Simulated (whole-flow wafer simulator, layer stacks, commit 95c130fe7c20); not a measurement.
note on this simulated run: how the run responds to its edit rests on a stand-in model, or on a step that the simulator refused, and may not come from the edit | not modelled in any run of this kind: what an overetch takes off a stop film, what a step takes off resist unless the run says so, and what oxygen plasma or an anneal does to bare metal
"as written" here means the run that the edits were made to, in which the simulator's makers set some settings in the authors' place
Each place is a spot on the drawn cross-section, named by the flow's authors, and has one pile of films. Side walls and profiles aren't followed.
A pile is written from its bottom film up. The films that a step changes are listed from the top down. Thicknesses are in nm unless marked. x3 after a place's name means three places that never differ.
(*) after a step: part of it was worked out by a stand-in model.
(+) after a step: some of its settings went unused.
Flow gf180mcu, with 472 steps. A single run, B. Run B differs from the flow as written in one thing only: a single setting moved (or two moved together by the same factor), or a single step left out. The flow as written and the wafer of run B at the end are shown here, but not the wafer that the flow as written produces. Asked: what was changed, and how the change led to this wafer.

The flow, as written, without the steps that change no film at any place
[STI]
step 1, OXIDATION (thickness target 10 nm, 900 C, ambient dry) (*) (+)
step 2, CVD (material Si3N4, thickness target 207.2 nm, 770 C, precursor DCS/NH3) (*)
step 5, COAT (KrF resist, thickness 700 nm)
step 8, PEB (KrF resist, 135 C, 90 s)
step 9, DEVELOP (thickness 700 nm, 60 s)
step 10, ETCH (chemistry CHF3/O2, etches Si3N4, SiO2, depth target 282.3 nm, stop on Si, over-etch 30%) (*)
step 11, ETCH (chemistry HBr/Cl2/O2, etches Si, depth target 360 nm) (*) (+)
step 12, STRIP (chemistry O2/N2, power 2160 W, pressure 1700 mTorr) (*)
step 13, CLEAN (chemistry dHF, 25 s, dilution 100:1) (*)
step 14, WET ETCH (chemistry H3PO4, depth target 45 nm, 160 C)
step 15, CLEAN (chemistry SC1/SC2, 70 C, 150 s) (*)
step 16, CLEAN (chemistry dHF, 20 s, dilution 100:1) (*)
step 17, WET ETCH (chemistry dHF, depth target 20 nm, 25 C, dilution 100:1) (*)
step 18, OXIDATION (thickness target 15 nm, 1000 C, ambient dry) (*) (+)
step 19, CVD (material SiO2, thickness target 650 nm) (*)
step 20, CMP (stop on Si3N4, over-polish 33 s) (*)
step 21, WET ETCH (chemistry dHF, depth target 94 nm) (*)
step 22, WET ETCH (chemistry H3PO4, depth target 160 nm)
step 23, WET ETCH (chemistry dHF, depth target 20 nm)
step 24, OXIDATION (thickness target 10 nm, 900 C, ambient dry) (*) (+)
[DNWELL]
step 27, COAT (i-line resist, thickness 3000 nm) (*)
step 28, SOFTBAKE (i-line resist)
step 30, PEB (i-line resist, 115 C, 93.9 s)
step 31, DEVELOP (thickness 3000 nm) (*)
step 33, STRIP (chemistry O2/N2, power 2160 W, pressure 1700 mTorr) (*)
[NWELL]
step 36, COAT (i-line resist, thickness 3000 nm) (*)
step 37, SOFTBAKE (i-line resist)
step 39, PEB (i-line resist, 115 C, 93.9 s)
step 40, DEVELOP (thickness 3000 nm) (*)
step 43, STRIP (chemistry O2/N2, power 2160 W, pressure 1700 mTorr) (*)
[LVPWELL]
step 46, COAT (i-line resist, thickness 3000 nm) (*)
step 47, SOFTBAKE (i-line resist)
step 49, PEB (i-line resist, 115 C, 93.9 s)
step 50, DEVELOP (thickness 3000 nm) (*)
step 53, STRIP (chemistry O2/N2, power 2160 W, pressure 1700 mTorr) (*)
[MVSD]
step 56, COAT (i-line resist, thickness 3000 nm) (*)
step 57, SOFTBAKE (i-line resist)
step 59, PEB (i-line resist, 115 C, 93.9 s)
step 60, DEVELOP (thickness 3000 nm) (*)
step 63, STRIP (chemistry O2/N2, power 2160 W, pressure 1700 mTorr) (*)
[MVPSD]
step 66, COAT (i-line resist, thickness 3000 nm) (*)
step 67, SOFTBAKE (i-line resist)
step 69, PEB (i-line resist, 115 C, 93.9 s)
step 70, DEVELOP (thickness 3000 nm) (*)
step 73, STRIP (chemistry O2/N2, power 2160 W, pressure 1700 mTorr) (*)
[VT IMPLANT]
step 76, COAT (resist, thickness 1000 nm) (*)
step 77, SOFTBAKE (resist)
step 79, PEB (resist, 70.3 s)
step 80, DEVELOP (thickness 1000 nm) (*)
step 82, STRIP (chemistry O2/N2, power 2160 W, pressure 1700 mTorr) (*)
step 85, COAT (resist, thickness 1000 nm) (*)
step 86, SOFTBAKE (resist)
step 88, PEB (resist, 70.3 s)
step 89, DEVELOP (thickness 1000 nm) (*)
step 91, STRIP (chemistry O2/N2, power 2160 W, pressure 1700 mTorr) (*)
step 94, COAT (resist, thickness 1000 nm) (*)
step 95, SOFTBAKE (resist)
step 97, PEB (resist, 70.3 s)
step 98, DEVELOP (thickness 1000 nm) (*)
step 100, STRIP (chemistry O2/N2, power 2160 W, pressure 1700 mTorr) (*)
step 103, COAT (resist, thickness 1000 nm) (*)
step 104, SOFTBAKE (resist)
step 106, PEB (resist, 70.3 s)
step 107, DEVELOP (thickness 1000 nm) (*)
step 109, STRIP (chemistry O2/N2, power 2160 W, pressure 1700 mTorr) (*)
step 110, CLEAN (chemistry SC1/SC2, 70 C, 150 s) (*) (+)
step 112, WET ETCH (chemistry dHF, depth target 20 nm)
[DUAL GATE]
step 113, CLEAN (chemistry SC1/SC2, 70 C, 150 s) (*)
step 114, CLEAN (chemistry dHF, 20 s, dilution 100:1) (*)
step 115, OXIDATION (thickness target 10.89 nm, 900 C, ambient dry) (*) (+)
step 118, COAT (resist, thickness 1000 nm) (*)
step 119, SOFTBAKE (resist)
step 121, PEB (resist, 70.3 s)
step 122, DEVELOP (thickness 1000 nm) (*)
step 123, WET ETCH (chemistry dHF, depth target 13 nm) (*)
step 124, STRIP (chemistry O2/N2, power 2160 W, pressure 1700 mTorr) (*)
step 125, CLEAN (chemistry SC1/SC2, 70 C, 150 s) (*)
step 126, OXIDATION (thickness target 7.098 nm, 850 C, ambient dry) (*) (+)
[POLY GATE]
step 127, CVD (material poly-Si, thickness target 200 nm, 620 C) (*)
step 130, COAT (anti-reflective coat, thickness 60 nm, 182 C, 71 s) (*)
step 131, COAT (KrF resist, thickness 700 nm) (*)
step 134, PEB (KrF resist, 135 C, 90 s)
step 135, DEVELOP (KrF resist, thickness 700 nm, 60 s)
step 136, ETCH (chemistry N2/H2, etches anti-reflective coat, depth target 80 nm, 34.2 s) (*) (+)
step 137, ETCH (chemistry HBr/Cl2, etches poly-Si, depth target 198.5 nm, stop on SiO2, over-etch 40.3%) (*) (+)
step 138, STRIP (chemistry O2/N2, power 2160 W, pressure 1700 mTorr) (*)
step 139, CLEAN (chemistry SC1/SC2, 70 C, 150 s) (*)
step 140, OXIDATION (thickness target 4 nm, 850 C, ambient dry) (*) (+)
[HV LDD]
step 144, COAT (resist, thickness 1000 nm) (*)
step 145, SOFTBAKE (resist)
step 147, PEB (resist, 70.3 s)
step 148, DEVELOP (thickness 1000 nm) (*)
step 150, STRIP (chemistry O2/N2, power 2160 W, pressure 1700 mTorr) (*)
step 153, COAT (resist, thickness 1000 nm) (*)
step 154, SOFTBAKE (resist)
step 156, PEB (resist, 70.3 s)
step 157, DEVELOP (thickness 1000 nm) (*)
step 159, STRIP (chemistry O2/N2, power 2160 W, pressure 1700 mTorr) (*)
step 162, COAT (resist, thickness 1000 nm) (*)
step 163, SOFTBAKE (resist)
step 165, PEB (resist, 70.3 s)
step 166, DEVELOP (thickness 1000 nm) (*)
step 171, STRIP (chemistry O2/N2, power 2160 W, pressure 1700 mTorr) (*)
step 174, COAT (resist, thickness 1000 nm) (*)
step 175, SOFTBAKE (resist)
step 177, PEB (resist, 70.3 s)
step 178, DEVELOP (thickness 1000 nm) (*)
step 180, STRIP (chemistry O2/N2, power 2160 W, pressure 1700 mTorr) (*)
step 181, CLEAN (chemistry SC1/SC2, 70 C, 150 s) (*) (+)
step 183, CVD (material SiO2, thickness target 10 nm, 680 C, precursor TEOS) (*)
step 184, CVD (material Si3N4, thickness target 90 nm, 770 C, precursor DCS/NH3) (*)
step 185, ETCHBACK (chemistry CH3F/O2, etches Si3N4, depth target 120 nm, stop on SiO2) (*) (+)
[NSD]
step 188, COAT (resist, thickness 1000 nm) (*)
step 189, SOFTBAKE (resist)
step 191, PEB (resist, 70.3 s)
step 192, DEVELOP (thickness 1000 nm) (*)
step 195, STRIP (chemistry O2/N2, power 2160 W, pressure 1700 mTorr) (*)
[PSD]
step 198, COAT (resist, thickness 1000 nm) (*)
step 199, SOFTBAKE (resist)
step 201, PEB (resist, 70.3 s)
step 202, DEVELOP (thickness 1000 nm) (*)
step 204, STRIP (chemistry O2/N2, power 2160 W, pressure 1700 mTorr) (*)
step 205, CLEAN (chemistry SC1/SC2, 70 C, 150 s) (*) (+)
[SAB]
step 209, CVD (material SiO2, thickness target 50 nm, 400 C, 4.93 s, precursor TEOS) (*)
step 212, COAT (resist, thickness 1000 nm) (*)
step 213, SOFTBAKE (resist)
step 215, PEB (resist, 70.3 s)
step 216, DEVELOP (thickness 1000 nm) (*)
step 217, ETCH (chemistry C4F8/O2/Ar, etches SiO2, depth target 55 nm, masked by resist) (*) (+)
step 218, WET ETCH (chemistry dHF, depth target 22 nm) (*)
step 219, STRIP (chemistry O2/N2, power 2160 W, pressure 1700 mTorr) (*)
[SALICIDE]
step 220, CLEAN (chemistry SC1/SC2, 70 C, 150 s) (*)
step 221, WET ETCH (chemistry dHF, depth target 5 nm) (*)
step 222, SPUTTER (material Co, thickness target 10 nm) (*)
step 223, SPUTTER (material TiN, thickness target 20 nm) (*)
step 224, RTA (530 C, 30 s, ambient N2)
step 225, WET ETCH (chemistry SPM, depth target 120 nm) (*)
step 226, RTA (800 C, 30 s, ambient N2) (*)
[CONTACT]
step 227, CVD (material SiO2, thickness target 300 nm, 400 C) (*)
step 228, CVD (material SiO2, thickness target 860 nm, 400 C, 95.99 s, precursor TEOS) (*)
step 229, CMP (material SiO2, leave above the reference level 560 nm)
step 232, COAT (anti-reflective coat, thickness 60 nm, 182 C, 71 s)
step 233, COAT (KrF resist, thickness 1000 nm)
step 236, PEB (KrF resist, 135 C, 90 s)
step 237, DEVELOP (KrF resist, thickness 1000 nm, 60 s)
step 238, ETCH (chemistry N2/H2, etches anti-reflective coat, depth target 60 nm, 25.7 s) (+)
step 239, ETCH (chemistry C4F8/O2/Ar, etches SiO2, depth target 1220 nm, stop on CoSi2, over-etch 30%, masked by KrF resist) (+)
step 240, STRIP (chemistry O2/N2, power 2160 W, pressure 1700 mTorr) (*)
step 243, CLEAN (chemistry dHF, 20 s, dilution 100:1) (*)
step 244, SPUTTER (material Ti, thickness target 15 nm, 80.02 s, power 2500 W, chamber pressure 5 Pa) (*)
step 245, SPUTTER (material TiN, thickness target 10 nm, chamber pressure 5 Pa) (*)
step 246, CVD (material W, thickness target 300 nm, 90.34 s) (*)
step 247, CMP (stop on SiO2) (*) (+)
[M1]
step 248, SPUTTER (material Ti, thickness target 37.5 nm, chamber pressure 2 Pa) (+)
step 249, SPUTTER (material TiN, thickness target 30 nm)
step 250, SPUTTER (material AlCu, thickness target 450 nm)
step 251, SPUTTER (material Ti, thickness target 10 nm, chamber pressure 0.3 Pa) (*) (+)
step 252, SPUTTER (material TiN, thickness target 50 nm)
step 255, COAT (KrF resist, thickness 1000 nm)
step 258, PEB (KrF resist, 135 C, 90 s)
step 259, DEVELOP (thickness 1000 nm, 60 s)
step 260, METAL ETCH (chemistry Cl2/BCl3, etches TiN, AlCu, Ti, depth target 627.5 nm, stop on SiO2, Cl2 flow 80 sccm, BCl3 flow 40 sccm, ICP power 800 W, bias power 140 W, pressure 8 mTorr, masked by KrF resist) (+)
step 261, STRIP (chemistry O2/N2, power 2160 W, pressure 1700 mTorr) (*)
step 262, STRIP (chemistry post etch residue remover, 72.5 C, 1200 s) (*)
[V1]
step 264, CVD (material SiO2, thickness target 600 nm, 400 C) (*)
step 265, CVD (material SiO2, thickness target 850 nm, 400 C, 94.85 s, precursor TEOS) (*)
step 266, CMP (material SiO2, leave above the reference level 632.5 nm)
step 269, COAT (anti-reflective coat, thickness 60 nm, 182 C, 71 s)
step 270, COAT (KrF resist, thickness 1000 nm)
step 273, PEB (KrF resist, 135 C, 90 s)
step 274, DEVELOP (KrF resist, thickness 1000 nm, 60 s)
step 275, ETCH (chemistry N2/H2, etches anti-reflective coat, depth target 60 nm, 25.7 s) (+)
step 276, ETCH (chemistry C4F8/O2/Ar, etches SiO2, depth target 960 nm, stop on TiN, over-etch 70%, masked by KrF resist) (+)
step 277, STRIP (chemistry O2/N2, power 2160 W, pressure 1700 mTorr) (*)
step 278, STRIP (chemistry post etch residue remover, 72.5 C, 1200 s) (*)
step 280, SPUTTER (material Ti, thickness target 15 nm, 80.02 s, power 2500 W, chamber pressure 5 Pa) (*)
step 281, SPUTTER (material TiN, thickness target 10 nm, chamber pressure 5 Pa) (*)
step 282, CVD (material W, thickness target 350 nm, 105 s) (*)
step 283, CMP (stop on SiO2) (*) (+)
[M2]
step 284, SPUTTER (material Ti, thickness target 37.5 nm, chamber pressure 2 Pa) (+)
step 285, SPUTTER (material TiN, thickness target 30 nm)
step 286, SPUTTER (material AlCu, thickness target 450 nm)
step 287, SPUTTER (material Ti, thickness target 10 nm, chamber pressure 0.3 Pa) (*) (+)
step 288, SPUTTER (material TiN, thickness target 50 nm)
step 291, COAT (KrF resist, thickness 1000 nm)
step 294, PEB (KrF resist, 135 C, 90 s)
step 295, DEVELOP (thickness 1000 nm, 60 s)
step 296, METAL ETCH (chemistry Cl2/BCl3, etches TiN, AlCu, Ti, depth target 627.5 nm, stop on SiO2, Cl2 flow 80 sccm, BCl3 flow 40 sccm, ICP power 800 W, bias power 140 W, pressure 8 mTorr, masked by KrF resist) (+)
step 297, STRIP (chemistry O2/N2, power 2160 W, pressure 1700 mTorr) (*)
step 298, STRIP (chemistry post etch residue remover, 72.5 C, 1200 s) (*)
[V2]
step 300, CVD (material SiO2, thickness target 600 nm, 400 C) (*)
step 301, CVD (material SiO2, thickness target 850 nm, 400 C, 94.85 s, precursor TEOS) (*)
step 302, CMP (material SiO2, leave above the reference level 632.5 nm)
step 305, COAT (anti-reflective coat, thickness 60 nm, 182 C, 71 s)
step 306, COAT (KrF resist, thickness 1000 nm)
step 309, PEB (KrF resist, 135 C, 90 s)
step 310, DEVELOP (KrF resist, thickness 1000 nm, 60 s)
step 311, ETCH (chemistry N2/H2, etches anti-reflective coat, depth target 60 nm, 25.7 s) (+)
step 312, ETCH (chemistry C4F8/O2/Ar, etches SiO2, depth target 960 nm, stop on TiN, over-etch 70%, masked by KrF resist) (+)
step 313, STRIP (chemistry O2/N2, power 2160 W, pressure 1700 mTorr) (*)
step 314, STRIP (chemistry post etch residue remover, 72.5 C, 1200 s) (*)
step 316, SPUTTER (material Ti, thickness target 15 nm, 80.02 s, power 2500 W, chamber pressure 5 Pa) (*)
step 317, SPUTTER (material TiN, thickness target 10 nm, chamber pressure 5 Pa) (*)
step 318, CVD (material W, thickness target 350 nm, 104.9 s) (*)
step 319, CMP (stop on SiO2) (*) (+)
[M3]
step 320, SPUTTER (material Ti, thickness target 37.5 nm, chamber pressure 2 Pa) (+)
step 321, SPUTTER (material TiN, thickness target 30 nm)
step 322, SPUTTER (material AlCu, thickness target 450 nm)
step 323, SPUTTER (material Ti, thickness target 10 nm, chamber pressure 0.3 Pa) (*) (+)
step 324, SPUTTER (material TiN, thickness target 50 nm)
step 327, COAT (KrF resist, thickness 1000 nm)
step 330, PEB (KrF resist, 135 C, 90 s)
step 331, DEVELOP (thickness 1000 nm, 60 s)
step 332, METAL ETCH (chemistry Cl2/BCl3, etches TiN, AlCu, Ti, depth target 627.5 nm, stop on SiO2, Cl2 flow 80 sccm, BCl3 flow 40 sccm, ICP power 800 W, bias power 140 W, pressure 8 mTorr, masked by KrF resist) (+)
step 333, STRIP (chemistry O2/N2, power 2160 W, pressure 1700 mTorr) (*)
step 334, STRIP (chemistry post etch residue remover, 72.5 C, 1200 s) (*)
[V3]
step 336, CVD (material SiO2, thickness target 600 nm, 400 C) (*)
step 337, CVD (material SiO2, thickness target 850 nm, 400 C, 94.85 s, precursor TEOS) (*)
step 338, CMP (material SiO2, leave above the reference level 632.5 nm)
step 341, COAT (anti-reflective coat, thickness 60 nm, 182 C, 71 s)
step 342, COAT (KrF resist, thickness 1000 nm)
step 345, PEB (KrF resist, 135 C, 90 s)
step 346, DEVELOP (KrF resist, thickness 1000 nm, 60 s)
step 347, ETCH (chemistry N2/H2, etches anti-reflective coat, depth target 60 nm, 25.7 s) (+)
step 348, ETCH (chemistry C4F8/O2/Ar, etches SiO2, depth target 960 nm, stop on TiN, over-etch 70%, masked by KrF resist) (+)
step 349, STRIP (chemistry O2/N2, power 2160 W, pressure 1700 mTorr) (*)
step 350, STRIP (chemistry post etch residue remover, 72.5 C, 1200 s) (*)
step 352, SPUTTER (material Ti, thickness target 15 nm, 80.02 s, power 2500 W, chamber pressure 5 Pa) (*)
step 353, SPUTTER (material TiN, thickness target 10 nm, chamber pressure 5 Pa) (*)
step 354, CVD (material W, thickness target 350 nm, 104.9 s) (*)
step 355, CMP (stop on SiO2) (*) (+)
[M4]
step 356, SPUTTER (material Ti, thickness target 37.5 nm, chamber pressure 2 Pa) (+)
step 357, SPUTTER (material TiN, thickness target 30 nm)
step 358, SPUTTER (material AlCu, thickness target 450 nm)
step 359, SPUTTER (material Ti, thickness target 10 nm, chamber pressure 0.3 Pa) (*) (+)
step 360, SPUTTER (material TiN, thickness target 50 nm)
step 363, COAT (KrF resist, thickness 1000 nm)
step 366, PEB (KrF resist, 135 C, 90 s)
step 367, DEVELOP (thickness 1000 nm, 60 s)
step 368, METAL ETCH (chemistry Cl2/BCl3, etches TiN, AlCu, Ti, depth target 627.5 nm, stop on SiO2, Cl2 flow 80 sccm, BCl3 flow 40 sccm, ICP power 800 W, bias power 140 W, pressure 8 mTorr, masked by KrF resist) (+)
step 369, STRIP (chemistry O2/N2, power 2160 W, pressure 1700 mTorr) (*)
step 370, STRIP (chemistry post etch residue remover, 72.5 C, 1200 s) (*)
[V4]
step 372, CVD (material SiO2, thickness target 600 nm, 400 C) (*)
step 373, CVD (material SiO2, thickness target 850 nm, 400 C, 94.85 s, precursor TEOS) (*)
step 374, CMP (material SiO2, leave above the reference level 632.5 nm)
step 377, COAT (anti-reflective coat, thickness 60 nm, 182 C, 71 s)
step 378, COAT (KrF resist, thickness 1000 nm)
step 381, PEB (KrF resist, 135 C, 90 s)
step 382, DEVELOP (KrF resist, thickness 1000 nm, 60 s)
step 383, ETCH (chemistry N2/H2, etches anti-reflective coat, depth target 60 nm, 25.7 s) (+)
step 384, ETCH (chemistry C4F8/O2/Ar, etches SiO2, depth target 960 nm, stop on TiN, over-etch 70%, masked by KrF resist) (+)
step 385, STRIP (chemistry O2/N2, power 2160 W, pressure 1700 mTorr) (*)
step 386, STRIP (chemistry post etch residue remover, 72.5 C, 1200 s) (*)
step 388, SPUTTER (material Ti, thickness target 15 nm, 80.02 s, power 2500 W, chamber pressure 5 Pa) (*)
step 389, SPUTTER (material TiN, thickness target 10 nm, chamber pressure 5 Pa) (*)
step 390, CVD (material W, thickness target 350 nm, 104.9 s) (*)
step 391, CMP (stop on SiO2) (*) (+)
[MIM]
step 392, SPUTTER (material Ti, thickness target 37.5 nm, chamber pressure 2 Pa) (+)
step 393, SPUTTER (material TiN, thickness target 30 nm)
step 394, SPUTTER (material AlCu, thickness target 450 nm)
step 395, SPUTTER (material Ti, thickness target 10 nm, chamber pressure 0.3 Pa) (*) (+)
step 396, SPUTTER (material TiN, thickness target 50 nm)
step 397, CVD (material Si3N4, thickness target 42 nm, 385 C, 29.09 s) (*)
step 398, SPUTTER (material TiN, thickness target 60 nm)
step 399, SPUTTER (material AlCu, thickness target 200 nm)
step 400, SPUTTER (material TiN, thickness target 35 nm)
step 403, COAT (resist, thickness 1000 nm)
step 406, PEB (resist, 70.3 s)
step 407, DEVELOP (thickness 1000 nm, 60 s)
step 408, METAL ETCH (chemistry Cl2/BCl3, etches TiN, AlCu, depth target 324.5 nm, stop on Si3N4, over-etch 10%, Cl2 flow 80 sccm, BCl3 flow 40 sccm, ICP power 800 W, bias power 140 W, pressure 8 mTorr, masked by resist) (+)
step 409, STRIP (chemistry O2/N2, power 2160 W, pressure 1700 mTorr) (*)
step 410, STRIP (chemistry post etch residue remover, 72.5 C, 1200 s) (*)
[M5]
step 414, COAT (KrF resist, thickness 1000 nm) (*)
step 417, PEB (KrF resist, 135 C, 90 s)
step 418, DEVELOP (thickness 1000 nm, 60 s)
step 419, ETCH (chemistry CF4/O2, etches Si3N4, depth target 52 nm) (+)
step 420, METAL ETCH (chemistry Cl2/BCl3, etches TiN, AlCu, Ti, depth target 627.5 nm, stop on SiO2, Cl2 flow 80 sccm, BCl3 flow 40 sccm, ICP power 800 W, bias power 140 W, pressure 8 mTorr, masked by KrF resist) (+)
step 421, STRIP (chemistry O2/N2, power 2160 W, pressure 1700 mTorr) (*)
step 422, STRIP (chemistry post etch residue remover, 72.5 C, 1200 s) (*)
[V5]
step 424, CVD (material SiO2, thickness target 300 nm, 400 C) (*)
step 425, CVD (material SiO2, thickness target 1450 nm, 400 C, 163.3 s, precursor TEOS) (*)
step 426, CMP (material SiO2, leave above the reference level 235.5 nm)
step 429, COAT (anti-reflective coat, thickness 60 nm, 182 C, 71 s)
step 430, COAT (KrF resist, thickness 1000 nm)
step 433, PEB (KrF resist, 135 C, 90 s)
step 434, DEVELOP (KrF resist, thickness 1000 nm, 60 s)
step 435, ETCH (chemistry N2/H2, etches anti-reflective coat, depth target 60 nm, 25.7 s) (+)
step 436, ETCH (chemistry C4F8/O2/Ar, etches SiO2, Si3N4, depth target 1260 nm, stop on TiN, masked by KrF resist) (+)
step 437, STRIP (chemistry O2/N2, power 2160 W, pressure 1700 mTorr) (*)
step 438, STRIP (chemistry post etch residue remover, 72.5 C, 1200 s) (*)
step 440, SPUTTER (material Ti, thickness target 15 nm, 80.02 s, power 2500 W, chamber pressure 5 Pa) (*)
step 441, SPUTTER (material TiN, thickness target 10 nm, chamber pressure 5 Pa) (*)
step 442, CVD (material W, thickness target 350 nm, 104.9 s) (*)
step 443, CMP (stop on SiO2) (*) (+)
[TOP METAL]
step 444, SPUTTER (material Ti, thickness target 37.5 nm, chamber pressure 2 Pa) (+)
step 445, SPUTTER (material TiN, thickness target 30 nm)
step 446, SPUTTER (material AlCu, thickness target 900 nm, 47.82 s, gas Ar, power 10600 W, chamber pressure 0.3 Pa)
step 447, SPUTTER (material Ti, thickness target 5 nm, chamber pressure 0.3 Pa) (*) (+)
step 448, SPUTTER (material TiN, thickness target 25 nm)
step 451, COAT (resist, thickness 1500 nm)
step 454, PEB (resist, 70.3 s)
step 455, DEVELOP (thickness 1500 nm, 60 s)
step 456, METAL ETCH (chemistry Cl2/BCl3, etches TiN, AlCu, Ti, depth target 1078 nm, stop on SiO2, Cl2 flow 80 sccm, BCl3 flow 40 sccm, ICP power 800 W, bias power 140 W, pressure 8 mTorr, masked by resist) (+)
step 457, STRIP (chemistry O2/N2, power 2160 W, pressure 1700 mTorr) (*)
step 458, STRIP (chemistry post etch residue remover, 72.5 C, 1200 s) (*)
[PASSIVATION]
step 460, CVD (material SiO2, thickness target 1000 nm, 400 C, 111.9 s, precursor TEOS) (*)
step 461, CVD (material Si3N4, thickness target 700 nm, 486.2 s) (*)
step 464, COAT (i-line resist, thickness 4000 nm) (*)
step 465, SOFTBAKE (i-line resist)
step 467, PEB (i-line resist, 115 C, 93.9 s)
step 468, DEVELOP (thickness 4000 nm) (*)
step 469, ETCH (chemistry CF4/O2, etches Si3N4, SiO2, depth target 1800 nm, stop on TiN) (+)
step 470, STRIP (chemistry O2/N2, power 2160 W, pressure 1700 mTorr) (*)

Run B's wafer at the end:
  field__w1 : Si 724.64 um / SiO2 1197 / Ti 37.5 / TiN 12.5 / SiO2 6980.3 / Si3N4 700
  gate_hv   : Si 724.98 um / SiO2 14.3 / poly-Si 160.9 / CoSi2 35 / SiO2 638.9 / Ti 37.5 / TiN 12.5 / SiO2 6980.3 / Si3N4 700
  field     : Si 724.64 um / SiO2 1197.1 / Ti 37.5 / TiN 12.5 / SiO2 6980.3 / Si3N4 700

What caused this: step 260, METAL ETCH: depth target 527.1 nm was run, whereas the flow has depth target 627.5 nm.

How this came from the change, step by step:
  step 260, METAL ETCH (chemistry Cl2/BCl3, etches TiN, AlCu, Ti, depth target 627.5 nm, stop on SiO2, Cl2 flow 80 sccm, BCl3 flow 40 sccm, ICP power 800 W, bias power 140 W, pressure 8 mTorr, masked by KrF resist) (+)
      field, field__w1, field__w2 and 99 more: TiN loses 50 (all of it), Ti loses 10 (all of it), AlCu loses 450 (all of it), TiN loses 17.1 (as written it would have been: TiN loses 50 (all of it), Ti loses 10 (all of it), AlCu loses 450 (all of it), TiN loses 30 (all of it), Ti loses 37.5 (all of it))
      field__w8, contact, m1 and 6 more: KrF resist loses 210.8 (as written it would have been: KrF resist loses 251)
  step 261, STRIP (chemistry O2/N2, power 2160 W, pressure 1700 mTorr) (*)
      field__w8, contact, m1 and 6 more: KrF resist loses 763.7 (all of it) (as written it would have been: KrF resist loses 723.5 (all of it))
  step 264, CVD (material SiO2, thickness target 600 nm, 400 C) (*)
      field, field__w1, field__w2 and 99 more: SiO2 gains 600 (new film) (as written it would have been: SiO2 gains 600)
  step 266, CMP (material SiO2, leave above the reference level 632.5 nm)
      field, field__w1, field__w2 and 99 more: SiO2 loses 350 (as written it would have been: SiO2 loses 300)
Taking metal films that touch as one body, field__w1 has 1 body; the flow as written gives 0 bodies.
Taking metal films that touch as one body, gate_hv has 2 bodies (between them, from the top down: SiO2 638.9); the flow as written gives 1 body.
Taking metal films that touch as one body, field has 1 body; the flow as written gives 0 bodies.
